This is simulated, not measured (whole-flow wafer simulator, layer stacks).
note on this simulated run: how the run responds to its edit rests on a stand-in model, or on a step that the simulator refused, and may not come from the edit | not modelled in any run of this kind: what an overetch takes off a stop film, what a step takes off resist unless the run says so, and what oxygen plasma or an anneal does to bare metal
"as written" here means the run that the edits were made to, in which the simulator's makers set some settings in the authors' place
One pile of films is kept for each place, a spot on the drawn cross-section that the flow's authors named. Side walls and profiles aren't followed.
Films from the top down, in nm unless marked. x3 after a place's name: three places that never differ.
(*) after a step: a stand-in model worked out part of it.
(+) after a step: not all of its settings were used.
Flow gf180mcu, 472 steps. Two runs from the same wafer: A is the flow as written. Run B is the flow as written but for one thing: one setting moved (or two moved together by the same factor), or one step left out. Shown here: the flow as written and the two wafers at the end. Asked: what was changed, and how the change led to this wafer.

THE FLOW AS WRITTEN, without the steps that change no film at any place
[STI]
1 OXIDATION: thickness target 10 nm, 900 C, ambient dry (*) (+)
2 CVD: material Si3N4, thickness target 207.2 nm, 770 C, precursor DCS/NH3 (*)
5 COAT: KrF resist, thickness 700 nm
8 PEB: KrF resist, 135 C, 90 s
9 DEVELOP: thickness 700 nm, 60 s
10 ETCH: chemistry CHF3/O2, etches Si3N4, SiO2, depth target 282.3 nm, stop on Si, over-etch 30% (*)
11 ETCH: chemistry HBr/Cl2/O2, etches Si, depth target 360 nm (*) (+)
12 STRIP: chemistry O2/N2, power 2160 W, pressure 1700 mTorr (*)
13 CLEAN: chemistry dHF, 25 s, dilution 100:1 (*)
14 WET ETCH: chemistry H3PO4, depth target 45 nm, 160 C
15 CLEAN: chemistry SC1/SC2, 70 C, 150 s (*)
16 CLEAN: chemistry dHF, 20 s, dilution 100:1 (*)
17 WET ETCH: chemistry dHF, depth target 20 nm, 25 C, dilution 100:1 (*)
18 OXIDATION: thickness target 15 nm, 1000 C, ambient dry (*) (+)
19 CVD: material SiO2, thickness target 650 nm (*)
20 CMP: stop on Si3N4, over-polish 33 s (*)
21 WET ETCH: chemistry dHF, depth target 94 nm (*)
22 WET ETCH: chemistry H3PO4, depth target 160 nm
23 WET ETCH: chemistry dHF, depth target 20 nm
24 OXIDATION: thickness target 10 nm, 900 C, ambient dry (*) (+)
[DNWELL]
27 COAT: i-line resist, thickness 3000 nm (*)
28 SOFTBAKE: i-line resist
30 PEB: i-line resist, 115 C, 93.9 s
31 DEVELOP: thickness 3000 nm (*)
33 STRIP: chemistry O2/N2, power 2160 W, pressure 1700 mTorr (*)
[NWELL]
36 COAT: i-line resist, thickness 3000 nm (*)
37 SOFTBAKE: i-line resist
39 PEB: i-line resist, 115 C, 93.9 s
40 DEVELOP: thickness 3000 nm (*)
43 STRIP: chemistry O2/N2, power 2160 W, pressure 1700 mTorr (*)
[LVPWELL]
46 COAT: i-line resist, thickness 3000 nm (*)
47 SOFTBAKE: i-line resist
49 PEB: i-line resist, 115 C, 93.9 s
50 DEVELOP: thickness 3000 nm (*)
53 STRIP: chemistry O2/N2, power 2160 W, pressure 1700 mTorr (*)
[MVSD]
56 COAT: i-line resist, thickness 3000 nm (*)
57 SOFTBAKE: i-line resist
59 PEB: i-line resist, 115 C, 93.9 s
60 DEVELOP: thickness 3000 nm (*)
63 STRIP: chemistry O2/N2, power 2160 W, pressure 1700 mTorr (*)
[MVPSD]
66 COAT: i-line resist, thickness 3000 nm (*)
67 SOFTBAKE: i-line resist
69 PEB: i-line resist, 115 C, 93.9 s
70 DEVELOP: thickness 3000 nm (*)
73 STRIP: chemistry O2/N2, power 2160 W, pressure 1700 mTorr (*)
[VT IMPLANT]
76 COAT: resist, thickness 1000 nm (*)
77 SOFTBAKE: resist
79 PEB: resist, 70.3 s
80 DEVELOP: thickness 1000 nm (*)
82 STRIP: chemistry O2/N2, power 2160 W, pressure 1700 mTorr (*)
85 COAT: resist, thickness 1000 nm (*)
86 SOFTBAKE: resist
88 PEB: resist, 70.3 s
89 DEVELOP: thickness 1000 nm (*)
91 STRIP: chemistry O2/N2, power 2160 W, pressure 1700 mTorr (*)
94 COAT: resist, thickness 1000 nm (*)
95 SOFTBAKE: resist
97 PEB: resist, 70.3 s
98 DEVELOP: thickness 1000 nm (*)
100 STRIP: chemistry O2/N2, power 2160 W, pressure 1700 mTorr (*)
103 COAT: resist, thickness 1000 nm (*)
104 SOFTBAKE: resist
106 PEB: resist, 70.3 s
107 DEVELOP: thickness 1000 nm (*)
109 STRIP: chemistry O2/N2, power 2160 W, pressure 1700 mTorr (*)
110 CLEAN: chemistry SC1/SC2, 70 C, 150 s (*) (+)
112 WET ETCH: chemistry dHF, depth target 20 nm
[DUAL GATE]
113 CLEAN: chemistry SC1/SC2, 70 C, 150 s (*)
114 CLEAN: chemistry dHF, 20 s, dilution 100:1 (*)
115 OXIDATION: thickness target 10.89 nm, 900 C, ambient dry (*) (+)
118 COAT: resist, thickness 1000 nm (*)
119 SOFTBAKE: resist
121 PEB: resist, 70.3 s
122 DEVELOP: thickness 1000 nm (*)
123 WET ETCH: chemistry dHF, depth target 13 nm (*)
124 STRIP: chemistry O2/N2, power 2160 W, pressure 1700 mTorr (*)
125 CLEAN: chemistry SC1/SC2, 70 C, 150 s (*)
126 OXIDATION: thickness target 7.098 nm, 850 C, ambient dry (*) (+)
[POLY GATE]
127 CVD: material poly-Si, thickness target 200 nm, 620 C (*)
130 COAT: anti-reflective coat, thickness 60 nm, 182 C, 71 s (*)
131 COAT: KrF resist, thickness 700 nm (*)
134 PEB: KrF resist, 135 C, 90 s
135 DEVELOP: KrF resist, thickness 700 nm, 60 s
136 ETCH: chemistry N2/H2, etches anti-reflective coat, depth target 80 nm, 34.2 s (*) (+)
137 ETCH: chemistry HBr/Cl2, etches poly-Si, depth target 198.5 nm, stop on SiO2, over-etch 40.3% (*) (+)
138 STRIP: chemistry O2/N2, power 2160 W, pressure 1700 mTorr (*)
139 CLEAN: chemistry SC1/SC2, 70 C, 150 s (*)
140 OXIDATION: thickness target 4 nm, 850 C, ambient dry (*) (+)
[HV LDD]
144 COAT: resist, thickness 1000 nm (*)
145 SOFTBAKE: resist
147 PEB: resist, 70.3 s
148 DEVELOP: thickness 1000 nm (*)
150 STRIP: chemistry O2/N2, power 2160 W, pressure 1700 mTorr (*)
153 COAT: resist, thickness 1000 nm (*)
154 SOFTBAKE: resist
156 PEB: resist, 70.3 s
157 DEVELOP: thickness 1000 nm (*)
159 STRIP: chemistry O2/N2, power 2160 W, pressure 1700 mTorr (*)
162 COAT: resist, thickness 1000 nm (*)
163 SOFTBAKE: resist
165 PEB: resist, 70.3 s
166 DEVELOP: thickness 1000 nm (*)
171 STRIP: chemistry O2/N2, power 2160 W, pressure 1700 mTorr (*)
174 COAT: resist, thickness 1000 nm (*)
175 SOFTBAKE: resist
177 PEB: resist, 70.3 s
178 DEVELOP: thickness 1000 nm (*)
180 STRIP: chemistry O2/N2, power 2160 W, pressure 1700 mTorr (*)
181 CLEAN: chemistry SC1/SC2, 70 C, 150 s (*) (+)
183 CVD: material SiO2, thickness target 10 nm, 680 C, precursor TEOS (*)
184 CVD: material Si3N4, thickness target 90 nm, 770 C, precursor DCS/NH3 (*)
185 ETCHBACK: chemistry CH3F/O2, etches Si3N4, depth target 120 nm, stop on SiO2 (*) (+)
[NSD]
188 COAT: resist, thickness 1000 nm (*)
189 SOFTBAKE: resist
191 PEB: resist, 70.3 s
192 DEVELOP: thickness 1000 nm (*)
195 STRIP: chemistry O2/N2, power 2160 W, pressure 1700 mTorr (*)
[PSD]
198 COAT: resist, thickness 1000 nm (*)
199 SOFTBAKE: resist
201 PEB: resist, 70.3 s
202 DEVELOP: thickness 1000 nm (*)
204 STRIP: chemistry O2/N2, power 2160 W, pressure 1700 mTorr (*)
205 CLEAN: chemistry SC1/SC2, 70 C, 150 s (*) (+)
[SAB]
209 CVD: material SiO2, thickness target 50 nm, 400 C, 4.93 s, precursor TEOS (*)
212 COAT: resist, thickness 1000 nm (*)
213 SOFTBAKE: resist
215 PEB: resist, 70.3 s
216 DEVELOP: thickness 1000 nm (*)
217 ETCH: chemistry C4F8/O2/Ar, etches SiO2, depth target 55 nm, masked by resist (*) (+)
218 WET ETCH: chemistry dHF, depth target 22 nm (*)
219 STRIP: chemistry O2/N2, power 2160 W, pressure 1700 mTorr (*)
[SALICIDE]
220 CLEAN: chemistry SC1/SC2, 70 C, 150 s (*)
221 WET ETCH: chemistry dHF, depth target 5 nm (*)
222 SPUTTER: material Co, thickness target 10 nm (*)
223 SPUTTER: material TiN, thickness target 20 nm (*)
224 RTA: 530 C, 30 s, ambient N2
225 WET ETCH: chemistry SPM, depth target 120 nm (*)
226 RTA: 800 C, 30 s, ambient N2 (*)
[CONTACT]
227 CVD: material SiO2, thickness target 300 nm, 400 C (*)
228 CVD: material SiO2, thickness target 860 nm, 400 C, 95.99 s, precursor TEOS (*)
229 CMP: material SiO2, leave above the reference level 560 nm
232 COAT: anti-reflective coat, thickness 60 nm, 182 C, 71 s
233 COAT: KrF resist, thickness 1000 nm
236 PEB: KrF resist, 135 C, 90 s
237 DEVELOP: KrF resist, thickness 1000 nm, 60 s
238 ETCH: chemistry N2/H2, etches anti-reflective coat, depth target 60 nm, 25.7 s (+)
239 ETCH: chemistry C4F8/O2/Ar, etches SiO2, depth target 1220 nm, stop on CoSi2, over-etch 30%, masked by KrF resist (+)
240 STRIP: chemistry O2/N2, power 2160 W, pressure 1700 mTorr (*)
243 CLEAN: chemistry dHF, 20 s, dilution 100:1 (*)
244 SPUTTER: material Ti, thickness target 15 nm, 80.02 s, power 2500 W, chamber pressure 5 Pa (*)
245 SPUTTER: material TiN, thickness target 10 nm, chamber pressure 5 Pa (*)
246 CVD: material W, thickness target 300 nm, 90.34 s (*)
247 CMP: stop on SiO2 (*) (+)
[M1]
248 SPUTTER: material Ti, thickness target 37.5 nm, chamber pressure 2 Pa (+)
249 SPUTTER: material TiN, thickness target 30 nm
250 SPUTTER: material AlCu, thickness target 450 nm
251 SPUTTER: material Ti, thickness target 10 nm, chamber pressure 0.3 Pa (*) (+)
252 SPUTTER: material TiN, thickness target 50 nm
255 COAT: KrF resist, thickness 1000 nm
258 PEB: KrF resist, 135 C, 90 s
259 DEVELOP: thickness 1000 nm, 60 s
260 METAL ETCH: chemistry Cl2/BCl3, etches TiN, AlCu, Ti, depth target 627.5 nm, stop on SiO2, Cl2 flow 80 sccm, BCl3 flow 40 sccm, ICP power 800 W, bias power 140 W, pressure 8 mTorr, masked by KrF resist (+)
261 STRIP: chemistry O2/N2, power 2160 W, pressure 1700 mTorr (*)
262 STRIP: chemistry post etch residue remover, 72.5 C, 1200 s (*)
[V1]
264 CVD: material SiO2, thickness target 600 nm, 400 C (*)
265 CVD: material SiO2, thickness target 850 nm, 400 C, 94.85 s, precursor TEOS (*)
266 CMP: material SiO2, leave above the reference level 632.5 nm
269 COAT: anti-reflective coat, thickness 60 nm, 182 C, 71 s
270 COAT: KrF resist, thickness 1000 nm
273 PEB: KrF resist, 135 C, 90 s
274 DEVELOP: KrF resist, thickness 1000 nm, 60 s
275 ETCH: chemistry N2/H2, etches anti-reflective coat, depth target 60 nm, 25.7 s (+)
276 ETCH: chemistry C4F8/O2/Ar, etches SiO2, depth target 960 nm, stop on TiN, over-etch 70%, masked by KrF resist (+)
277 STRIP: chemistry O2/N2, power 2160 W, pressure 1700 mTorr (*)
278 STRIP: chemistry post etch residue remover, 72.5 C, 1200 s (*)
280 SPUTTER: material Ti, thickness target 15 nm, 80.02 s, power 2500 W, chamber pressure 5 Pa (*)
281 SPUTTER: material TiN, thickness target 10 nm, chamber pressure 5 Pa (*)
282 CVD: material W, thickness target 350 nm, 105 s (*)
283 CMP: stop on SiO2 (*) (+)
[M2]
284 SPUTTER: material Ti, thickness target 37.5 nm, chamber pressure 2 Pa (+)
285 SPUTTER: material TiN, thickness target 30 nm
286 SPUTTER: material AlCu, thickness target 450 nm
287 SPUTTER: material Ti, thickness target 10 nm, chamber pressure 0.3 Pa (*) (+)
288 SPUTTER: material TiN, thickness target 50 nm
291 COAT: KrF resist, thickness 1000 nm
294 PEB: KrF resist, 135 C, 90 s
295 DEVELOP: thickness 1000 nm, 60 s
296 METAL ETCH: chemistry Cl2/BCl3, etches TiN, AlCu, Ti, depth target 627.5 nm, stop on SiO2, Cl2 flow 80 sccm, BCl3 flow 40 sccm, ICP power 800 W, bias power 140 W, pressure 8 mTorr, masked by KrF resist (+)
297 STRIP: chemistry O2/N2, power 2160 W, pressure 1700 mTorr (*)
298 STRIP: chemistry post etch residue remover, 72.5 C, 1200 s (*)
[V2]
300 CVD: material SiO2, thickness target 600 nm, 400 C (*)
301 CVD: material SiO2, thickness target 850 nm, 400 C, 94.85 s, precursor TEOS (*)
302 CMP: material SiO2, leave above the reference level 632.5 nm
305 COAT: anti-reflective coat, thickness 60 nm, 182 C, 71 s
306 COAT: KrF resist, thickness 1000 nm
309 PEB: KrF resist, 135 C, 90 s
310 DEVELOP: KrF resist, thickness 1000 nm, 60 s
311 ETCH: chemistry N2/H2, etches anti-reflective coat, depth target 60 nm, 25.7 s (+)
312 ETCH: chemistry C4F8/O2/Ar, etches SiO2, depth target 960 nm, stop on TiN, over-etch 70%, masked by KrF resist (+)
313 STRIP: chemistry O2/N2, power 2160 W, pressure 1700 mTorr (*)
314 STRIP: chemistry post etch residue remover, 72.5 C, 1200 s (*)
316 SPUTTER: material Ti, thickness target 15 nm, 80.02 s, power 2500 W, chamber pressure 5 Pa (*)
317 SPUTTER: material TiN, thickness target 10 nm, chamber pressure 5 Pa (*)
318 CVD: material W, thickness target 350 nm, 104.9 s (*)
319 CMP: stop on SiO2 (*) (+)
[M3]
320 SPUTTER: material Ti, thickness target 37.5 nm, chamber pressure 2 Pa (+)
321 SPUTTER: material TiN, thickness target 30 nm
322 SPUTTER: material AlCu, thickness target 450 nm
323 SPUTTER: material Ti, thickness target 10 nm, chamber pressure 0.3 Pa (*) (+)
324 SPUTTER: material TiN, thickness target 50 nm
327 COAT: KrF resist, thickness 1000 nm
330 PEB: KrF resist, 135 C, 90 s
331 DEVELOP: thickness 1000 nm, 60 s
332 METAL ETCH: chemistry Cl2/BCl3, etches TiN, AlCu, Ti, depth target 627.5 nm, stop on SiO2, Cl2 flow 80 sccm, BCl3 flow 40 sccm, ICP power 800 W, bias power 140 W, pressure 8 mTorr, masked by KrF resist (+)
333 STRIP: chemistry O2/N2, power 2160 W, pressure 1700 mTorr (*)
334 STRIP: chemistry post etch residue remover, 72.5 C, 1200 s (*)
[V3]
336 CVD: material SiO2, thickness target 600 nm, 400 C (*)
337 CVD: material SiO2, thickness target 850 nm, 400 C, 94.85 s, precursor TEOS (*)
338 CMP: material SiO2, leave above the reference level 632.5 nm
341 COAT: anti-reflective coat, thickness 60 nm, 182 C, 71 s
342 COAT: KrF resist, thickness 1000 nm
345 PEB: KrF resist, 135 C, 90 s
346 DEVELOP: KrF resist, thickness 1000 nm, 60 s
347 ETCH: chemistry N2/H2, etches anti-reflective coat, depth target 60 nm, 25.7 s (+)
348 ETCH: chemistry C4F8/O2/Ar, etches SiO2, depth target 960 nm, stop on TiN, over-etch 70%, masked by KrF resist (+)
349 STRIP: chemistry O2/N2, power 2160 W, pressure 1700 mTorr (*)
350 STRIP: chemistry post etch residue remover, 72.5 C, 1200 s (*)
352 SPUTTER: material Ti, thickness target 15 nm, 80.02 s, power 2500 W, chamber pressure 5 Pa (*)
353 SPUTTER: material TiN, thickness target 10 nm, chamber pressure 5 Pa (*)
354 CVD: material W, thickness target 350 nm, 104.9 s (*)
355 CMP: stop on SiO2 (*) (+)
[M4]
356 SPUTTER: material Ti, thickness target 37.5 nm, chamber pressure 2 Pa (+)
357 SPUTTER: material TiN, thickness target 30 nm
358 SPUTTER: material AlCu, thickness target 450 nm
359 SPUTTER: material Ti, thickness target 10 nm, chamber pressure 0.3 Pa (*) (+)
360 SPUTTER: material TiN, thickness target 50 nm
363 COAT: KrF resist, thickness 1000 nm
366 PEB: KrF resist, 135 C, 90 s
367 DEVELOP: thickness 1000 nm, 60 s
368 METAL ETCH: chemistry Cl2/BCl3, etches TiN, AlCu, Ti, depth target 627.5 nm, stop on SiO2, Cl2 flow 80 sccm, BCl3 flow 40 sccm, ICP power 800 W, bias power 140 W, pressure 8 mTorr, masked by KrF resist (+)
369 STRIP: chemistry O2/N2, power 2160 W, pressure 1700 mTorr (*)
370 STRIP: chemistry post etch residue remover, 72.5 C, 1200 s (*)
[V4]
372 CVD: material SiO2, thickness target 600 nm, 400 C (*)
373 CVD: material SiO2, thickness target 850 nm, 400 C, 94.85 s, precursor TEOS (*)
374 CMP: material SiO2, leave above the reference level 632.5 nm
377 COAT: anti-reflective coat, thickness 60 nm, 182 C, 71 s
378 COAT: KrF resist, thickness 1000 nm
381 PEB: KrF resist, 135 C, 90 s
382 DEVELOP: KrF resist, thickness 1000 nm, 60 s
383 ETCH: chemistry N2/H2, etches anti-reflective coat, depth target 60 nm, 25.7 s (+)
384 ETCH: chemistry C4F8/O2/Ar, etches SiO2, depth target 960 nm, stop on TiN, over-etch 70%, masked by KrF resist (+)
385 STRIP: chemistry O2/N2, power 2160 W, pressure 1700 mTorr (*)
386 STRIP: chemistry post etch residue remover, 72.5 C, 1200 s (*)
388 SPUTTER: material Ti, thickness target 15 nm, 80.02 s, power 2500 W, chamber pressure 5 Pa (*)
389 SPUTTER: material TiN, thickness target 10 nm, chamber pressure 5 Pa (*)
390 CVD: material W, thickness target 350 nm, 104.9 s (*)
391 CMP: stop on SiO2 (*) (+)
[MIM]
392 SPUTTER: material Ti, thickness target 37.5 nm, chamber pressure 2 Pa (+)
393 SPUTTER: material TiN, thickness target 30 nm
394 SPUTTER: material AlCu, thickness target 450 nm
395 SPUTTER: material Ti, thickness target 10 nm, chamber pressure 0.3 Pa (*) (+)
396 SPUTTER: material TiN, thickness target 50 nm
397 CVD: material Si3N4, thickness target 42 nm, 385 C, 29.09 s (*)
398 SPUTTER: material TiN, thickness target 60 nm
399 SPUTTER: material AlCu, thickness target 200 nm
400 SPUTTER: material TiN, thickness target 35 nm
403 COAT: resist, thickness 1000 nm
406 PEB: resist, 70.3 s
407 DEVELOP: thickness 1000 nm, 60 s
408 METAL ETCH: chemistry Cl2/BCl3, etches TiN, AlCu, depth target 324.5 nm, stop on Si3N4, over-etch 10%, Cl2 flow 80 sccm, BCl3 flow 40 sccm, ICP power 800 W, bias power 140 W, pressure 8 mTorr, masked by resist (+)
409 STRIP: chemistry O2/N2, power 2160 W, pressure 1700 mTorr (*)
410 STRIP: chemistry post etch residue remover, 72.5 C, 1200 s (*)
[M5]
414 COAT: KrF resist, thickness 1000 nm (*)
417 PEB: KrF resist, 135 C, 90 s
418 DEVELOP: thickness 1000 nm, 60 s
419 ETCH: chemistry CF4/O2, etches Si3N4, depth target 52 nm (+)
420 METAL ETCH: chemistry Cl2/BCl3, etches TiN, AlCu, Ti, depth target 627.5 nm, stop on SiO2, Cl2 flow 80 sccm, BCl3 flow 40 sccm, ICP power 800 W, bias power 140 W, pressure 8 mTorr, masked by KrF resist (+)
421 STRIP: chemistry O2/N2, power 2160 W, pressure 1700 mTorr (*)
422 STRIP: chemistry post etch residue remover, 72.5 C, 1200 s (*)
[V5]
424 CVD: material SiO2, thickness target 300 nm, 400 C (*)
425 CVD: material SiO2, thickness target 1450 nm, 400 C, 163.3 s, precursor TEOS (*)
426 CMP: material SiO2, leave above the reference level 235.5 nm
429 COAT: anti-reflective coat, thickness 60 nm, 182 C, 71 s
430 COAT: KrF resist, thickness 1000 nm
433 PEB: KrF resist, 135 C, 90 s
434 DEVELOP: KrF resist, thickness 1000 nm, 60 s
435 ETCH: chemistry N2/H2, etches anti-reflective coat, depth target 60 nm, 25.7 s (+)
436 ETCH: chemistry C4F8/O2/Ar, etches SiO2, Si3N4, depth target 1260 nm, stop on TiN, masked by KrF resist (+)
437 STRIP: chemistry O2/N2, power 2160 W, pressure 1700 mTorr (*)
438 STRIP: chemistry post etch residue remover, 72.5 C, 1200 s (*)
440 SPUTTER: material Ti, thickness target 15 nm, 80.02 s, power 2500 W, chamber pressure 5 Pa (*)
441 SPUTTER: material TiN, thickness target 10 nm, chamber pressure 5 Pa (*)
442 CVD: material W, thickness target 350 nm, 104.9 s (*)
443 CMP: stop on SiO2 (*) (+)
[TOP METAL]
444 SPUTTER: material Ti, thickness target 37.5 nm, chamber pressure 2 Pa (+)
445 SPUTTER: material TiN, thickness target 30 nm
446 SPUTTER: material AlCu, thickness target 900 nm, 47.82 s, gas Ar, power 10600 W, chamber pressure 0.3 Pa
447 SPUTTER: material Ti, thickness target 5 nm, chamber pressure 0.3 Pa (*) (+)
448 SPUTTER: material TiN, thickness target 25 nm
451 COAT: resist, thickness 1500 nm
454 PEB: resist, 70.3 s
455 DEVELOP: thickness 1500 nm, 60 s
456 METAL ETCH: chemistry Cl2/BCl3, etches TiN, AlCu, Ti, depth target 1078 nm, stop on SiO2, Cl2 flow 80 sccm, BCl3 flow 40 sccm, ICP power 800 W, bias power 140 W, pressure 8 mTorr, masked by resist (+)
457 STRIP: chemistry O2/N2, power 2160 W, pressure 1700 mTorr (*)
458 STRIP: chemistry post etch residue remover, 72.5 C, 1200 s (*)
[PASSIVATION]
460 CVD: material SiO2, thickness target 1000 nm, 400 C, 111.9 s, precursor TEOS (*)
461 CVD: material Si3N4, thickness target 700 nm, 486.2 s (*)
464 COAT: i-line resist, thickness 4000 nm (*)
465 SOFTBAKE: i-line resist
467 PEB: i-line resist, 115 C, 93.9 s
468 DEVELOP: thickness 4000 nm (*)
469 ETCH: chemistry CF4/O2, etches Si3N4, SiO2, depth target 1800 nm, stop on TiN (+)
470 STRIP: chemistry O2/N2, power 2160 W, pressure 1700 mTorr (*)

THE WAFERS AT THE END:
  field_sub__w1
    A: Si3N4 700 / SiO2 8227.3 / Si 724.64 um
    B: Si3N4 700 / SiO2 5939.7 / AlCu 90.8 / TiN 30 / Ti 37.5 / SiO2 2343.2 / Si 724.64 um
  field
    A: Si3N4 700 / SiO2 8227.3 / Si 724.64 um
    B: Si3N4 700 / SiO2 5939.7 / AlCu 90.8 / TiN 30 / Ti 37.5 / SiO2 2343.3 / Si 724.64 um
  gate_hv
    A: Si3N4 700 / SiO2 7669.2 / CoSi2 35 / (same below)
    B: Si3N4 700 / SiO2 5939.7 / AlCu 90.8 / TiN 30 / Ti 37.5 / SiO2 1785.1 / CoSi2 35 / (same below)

The cause: step 286, SPUTTER: thickness target 664 nm was run, where the flow has thickness target 450 nm.

How the change led to this, step by step:
  286 SPUTTER: material AlCu, thickness target 450 nm
      field, field__w1, field__w2 and 108 more: A AlCu +450 (new film) | B AlCu +664 (new film)
  296 METAL ETCH: chemistry Cl2/BCl3, etches TiN, AlCu, Ti, depth target 627.5 nm, stop on SiO2, Cl2 flow 80 sccm, BCl3 flow 40 sccm, ICP power 800 W, bias power 140 W, pressure 8 mTorr, masked by KrF resist (+)
      field, field__w1, field__w2 and 103 more: A TiN -50 (all of it), Ti -10 (all of it), AlCu -450 (all of it), TiN -30 (all of it), Ti -37.5 (all of it) | B TiN -50 (all of it), Ti -10 (all of it), AlCu -567.5
  298 STRIP: chemistry post etch residue remover, 72.5 C, 1200 s (*)
      field, field__w1, field__w2 and 103 more: A nothing | B AlCu -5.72
  300 CVD: material SiO2, thickness target 600 nm, 400 C (*)
      field, field__w1, field__w2 and 103 more: A SiO2 +600 | B SiO2 +600 (new film)
  302 CMP: material SiO2, leave above the reference level 632.5 nm
      field, field__w1, field__w2 and 103 more: A SiO2 -300 | B SiO2 -244.3
Counting metal films that touch as one body, field_sub__w1 has 1 body; the flow as written gives 0 bodies.
Counting metal films that touch as one body, field has 1 body; the flow as written gives 0 bodies.
Counting metal films that touch as one body, gate_hv has 2 bodies (between them, from the top down: SiO2 1785.1); the flow as written gives 1 body.
